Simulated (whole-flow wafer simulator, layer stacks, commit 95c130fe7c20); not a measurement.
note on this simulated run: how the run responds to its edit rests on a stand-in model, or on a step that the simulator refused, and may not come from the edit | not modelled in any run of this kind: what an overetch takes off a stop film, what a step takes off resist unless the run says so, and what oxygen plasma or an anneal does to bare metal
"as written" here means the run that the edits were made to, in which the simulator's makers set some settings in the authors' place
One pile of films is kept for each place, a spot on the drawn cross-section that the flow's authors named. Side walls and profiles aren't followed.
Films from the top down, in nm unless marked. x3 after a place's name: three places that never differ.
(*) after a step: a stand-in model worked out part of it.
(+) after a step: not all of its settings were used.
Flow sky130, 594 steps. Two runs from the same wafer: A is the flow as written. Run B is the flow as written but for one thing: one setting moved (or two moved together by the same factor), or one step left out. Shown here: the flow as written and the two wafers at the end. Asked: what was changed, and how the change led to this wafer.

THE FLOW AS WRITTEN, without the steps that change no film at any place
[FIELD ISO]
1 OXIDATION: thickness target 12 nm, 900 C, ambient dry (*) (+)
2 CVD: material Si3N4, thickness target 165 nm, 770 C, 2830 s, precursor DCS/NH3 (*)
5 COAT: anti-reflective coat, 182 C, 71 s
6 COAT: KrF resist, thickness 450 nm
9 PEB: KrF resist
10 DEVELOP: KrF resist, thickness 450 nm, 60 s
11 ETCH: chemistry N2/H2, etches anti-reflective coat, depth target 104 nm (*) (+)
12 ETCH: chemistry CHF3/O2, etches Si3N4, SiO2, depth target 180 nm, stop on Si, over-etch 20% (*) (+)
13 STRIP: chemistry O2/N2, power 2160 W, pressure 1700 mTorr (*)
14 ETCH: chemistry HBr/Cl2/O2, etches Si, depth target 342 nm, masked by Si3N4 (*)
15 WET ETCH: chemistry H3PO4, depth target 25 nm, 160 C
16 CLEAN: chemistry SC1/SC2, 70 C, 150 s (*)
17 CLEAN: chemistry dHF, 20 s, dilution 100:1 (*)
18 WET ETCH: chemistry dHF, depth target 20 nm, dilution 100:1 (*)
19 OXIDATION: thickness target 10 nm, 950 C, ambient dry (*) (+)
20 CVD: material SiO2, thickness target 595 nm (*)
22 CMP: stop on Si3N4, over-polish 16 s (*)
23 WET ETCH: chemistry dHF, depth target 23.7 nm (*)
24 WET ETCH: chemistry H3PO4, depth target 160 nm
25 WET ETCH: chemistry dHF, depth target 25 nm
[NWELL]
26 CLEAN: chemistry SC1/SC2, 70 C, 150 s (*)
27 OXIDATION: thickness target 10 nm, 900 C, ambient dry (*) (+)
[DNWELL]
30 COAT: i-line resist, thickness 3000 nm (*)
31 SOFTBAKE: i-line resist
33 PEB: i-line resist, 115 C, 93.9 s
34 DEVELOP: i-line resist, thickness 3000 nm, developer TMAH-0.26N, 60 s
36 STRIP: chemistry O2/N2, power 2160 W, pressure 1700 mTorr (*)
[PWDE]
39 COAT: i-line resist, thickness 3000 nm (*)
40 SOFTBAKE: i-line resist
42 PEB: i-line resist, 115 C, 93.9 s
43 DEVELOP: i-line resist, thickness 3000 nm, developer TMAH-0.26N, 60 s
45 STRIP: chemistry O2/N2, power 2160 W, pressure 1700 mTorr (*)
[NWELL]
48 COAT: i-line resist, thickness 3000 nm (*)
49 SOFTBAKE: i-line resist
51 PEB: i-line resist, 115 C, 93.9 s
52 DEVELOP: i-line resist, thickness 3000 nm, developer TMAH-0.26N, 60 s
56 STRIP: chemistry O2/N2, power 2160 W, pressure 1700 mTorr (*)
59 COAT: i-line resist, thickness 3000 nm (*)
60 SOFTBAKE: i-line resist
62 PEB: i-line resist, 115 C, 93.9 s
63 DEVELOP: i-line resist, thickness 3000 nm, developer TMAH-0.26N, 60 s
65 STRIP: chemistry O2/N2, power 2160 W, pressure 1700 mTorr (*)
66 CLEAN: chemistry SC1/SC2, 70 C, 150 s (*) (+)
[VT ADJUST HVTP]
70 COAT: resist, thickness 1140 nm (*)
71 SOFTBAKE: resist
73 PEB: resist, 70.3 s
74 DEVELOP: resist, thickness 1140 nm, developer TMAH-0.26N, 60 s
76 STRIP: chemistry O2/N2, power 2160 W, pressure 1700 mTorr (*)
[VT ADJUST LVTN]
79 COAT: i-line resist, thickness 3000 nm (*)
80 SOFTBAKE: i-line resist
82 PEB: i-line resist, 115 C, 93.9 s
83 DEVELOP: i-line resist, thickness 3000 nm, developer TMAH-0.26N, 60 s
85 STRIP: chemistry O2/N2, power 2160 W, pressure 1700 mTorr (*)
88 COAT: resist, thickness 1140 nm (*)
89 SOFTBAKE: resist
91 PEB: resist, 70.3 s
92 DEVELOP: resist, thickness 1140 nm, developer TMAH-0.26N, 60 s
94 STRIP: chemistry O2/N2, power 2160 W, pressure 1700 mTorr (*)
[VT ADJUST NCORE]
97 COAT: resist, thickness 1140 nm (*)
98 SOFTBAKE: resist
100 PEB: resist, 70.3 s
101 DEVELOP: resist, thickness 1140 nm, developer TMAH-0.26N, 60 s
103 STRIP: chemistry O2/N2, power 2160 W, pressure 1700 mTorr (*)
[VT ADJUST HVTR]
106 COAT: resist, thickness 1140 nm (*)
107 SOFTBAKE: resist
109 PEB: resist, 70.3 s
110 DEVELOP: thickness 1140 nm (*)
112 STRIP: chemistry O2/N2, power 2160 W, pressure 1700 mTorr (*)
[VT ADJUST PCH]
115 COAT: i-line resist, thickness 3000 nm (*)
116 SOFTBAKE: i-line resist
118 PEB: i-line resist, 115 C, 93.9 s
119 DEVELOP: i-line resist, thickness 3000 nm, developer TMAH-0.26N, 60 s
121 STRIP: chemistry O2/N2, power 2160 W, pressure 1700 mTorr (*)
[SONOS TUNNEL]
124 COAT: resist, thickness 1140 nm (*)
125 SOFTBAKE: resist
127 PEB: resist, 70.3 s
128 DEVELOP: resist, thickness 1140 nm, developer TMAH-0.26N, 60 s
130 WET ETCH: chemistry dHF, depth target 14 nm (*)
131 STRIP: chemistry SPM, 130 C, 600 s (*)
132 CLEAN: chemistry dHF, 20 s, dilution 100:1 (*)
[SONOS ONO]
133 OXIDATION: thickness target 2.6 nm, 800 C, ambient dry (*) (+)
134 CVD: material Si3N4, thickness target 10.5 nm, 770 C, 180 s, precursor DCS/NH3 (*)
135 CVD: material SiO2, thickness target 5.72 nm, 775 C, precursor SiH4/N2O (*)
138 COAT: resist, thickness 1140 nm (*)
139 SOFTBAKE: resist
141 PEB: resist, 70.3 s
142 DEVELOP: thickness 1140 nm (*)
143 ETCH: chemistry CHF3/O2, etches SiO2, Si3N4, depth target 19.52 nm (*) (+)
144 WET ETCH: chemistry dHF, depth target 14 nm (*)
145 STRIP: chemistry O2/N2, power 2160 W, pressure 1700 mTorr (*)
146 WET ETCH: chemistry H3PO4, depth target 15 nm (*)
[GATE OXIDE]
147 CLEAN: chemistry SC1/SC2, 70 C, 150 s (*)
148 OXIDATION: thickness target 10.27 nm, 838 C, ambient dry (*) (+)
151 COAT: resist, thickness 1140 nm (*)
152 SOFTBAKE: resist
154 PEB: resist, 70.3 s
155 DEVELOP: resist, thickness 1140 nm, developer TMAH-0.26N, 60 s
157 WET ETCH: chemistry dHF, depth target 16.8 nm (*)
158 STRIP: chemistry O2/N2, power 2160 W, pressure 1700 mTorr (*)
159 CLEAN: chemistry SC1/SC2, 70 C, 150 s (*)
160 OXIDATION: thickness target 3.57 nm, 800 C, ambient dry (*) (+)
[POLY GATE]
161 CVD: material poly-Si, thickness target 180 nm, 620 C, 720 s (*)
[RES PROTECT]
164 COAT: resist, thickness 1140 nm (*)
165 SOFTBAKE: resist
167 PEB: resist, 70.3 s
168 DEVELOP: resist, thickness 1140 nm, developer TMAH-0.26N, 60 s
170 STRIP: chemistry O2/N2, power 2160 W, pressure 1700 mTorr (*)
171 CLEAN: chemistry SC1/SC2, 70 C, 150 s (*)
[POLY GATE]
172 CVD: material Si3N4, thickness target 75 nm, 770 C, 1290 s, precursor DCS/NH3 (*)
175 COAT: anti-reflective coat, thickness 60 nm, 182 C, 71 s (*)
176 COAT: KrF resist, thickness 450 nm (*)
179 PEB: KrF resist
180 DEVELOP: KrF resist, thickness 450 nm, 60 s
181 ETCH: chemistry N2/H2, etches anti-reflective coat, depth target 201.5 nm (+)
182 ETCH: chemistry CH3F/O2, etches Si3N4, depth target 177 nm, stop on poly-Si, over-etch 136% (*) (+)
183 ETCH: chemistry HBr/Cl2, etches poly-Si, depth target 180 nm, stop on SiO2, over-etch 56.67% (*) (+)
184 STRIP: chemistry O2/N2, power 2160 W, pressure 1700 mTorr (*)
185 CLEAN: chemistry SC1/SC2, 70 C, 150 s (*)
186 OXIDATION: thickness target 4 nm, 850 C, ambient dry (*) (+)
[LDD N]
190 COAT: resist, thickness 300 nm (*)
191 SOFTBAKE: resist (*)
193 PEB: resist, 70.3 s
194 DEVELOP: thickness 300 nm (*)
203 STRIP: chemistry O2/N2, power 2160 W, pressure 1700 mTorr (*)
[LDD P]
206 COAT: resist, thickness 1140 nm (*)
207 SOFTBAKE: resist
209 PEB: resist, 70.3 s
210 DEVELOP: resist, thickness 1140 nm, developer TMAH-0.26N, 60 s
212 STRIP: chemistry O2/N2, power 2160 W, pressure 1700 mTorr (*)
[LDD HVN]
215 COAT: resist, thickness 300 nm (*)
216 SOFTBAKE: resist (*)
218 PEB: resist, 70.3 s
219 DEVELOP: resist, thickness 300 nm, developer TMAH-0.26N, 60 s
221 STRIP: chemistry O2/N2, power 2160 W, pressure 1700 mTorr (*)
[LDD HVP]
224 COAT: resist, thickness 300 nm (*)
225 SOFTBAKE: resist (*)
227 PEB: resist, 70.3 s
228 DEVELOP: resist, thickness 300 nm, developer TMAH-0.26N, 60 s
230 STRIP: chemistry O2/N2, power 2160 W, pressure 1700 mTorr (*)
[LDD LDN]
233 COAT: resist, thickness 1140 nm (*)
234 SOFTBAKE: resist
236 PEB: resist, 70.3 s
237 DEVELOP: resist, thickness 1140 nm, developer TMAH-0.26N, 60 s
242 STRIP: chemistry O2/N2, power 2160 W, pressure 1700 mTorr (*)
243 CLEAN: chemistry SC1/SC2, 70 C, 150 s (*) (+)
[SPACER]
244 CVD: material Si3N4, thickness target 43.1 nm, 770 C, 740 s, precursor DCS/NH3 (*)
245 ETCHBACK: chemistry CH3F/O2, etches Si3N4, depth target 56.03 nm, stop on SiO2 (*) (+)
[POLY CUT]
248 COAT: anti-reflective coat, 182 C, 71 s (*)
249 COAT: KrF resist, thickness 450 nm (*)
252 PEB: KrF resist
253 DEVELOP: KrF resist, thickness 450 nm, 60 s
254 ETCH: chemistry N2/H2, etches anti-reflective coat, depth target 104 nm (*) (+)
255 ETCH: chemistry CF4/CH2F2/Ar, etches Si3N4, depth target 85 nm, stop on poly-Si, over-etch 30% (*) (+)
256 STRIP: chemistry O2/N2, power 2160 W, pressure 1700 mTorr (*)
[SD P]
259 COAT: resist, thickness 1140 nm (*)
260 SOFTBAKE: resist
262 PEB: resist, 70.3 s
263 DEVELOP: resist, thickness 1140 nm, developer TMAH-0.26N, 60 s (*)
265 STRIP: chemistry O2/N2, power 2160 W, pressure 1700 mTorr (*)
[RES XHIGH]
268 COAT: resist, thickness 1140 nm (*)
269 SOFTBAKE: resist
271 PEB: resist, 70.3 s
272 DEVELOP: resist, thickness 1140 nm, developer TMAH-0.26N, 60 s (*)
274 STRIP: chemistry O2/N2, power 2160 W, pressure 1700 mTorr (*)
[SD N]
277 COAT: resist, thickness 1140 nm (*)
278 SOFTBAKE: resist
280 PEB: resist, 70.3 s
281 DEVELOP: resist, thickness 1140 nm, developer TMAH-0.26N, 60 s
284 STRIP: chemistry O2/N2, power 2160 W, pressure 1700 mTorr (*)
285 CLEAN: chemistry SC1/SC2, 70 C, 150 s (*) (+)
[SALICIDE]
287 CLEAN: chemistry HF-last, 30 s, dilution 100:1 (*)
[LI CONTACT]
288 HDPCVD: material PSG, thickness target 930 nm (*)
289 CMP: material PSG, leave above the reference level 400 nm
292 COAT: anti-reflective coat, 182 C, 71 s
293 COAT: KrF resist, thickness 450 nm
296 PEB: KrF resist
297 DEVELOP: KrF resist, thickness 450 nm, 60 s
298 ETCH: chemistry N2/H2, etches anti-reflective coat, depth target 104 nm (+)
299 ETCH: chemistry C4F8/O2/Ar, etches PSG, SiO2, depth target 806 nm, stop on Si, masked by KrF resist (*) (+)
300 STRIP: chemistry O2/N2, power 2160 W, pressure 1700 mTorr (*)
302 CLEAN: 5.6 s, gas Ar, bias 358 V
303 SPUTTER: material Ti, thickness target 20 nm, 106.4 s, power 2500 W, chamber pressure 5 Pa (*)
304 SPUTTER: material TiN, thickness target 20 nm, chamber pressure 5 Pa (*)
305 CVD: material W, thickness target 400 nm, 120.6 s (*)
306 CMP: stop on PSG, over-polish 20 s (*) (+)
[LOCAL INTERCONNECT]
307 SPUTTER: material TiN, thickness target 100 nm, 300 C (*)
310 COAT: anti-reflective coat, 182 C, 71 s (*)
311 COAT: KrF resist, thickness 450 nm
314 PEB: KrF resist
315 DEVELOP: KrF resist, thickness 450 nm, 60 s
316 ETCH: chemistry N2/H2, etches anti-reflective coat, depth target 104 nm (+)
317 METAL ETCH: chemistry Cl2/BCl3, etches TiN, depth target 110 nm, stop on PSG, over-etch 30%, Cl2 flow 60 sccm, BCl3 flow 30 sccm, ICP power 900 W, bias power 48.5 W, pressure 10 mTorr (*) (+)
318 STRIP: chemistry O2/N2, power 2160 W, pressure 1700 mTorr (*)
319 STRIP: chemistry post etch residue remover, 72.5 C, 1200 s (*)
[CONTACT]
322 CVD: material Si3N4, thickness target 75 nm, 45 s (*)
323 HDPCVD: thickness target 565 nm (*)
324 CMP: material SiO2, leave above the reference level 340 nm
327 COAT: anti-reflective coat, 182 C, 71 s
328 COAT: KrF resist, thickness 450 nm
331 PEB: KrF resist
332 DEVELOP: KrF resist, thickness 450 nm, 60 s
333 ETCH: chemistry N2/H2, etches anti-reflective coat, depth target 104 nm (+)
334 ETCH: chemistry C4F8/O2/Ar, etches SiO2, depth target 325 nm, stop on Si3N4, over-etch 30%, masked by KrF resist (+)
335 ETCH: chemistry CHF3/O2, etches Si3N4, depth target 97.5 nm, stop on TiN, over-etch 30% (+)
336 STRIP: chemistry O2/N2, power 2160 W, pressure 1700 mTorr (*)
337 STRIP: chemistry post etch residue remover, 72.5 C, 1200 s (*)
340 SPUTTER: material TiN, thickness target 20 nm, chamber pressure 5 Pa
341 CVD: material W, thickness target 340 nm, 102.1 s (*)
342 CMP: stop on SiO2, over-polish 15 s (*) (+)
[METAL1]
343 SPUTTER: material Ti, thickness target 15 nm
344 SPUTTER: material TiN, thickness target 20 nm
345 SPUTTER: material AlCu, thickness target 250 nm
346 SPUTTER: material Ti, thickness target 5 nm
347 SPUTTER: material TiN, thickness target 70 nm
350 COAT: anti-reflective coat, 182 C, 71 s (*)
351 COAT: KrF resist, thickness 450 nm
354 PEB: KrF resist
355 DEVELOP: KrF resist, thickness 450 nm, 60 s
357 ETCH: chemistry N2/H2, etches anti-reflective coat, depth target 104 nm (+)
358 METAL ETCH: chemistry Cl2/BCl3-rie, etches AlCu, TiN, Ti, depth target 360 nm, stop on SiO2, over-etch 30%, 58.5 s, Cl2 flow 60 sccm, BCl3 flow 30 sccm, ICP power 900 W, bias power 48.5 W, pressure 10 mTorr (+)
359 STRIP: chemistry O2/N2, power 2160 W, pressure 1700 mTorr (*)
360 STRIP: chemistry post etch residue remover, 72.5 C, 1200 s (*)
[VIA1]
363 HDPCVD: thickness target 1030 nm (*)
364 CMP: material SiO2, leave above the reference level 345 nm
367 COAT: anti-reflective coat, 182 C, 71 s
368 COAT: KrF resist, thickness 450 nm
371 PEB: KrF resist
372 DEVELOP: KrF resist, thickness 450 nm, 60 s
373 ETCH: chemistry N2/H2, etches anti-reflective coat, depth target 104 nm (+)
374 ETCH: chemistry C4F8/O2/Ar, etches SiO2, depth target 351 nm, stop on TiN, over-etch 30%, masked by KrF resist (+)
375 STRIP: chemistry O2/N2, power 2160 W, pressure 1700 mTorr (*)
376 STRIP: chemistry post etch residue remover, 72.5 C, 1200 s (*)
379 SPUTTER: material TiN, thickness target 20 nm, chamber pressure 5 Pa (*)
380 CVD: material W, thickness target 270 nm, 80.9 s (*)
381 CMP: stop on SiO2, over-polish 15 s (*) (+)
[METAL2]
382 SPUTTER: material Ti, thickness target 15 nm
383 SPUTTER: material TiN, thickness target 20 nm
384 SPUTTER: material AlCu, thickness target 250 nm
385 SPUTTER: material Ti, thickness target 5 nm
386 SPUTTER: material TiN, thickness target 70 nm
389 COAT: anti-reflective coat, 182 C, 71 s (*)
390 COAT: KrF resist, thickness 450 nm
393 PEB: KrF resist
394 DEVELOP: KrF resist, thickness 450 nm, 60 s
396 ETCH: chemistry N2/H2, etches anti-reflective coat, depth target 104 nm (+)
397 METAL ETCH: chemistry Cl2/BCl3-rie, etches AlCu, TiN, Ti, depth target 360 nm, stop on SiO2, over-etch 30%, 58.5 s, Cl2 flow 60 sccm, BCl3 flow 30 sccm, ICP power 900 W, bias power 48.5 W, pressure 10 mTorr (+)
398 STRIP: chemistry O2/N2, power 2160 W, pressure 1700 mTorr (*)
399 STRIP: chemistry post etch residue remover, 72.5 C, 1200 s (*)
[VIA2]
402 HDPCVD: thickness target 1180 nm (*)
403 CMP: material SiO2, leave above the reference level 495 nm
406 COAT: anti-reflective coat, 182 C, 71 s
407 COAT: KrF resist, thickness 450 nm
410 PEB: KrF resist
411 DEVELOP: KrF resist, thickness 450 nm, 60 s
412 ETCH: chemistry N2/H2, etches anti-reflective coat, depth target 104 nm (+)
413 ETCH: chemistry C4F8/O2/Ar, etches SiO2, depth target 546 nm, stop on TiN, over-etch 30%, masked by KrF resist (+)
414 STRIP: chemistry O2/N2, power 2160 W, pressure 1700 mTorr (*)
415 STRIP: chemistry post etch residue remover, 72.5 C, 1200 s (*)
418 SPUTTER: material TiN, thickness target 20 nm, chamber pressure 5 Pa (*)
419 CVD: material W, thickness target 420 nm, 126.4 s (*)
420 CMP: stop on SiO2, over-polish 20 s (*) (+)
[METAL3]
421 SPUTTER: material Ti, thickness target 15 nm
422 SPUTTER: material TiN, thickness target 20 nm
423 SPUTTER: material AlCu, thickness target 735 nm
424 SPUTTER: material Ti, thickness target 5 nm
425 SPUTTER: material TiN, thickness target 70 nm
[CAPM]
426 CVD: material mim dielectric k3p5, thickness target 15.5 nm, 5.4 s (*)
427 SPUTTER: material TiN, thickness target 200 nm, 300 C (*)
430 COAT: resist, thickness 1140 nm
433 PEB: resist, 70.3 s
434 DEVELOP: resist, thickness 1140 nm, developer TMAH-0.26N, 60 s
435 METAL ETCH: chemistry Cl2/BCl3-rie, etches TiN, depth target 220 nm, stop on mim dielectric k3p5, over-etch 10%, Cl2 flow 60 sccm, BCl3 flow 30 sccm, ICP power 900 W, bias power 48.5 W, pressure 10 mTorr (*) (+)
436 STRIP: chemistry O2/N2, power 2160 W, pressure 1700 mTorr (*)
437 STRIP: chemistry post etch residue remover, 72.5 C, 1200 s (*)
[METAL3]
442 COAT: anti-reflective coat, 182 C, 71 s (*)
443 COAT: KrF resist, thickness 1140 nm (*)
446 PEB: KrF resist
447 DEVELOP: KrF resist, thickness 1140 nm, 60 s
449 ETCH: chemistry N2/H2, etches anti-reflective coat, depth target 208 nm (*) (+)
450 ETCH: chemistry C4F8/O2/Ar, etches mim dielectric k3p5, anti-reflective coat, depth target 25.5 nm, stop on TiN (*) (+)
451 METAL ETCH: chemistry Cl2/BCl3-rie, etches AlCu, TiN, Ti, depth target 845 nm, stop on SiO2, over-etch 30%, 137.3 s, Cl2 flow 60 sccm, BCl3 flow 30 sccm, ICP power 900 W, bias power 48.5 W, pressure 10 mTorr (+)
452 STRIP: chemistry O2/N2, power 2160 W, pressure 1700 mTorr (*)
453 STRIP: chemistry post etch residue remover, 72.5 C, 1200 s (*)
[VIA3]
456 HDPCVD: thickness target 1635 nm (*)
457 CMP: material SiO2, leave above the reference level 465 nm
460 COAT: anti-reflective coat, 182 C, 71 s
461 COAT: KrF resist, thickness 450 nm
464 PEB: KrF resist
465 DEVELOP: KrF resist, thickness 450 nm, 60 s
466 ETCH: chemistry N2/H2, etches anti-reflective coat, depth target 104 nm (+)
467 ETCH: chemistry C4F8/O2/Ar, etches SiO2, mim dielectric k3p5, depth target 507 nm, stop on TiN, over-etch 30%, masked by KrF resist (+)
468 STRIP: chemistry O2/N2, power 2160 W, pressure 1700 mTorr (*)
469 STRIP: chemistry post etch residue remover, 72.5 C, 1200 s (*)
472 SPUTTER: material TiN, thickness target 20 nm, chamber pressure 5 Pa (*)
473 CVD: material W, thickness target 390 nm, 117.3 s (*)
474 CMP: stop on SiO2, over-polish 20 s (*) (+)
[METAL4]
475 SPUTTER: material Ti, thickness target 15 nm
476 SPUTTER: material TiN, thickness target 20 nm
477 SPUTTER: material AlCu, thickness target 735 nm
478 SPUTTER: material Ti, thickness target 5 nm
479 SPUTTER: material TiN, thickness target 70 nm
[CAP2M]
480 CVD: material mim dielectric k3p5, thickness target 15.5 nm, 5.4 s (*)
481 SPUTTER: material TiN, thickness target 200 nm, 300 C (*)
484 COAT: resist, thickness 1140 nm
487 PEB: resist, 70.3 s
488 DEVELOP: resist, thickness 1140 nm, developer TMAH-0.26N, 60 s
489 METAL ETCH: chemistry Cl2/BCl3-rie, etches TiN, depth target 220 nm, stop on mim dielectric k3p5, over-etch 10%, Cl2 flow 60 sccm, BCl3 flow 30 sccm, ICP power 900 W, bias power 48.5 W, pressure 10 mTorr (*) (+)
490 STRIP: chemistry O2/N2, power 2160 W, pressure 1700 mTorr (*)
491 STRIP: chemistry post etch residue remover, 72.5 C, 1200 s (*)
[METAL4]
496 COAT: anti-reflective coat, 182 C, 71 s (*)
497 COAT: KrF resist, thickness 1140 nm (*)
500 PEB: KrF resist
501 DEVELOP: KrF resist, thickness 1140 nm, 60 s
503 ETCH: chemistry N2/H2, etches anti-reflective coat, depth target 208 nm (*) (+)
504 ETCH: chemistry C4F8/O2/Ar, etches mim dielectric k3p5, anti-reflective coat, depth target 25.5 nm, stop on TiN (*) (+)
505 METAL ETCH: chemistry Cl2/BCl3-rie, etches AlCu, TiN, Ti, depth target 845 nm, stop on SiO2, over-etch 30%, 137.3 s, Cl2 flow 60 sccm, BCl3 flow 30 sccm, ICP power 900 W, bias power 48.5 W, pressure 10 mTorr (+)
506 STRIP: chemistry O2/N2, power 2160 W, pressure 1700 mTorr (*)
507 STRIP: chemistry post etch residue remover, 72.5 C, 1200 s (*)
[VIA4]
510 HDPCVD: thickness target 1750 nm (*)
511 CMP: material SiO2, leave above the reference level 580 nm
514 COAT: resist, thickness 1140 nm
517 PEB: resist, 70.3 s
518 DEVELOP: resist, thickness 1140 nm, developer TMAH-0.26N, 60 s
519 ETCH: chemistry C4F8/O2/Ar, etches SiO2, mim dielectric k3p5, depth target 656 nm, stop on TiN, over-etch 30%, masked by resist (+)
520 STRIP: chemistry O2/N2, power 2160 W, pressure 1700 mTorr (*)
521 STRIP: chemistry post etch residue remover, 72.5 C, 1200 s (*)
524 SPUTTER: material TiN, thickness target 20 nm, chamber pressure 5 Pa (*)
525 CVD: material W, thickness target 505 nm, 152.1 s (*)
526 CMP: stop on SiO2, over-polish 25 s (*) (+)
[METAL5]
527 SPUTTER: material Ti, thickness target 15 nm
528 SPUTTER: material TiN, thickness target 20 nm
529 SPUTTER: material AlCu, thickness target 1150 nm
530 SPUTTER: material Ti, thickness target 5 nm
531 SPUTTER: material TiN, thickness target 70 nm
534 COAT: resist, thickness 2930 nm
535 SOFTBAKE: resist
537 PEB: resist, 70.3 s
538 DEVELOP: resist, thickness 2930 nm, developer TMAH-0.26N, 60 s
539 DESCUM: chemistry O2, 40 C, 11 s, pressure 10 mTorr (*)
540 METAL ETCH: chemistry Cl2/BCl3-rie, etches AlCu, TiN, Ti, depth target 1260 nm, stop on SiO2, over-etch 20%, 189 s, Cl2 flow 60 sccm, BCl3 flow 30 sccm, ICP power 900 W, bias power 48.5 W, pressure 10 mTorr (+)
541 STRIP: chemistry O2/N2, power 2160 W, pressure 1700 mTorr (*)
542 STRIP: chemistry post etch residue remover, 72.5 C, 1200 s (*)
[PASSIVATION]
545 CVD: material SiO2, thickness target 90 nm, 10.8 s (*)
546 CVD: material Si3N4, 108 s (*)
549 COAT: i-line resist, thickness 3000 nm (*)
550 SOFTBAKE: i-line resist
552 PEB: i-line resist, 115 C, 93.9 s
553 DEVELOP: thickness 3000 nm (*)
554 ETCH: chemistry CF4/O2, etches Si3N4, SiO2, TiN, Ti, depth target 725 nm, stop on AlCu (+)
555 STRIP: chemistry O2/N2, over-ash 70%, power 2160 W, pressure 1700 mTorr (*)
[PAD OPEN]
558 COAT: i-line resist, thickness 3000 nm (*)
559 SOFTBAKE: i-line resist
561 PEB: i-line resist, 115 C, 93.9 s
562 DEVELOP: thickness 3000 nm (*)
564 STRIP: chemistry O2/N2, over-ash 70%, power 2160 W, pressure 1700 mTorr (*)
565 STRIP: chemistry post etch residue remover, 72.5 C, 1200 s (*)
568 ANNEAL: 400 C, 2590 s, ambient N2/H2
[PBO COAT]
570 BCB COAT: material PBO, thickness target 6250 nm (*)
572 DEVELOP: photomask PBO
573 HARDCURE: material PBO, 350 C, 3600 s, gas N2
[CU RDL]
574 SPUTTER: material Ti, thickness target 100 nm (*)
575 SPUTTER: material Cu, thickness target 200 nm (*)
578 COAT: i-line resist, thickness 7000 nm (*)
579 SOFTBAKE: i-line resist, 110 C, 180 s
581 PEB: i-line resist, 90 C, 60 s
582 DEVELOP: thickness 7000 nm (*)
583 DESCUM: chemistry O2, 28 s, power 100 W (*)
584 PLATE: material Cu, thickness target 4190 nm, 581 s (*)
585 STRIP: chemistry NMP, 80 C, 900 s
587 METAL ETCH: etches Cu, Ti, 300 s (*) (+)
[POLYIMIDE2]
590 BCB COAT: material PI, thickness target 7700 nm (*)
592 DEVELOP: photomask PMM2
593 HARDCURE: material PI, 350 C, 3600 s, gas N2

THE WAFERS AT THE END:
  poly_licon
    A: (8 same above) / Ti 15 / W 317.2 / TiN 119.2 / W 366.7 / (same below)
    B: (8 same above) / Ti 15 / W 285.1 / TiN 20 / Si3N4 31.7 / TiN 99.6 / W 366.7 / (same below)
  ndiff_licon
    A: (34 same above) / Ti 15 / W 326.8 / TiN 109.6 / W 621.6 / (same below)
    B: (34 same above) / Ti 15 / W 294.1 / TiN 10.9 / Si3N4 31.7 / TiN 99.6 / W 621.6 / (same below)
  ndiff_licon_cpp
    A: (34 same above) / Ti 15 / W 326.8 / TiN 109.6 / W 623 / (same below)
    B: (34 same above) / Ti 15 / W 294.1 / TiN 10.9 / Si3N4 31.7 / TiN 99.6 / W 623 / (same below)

The cause: step 335, ETCH: depth target 42.9 nm was run, where the flow has depth target 97.5 nm.

How the change led to this, step by step:
  335 ETCH: chemistry CHF3/O2, etches Si3N4, depth target 97.5 nm, stop on TiN, over-etch 30% (+)
      poly_licon, ndiff_licon, ndiff_licon_cpp, rpo_hd_licon: A Si3N4 -75 (all of it) | B Si3N4 -42.9
      field, active, n_well and 184 more: A KrF resist -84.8 | B KrF resist -37.3
  336 STRIP: chemistry O2/N2, power 2160 W, pressure 1700 mTorr (*)
      field, active, n_well and 184 more: A KrF resist -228 (all of it), anti-reflective coat -80 (all of it) | B KrF resist -275.5 (all of it), anti-reflective coat -80 (all of it)
  340 SPUTTER: material TiN, thickness target 20 nm, chamber pressure 5 Pa
      ndiff_licon, ndiff_licon_cpp, rpo_hd_licon: A TiN +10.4 | B TiN +10.9 (new film)
      poly_licon: A TiN +20 | B TiN +20 (new film)
  341 CVD: material W, thickness target 340 nm, 102.1 s (*)
      ndiff_licon, ndiff_licon_cpp, rpo_hd_licon: A W +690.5 (new film) | B W +657.9 (new film)
  342 CMP: stop on SiO2, over-polish 15 s (*) (+)
      poly_licon: A W -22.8 | B W -54.9
Counting metal films that touch as one body, poly_licon has 3 bodies (between them, from the top down: Si3N4 31.7; void 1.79); the flow as written gives 2 bodies (between them, from the top down: void 1.79).
Counting metal films that touch as one body, ndiff_licon has 7 bodies (between them, from the top down: SiO2 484 / mim dielectric k3p5 15.5; SiO2 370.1 / mim dielectric k3p5 15.5; SiO2 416; SiO2 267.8; Si3N4 31.7; void 1.78); the flow as written gives 6 bodies (between them, from the top down: SiO2 484 / mim dielectric k3p5 15.5; SiO2 370.1 / mim dielectric k3p5 15.5; SiO2 416; SiO2 267.8; void 1.78).
Counting metal films that touch as one body, ndiff_licon_cpp has 7 bodies (between them, from the top down: SiO2 484 / mim dielectric k3p5 15.5; SiO2 370.1 / mim dielectric k3p5 15.5; SiO2 416; SiO2 267.8; Si3N4 31.7; void 1.78); the flow as written gives 6 bodies (between them, from the top down: SiO2 484 / mim dielectric k3p5 15.5; SiO2 370.1 / mim dielectric k3p5 15.5; SiO2 416; SiO2 267.8; void 1.78).
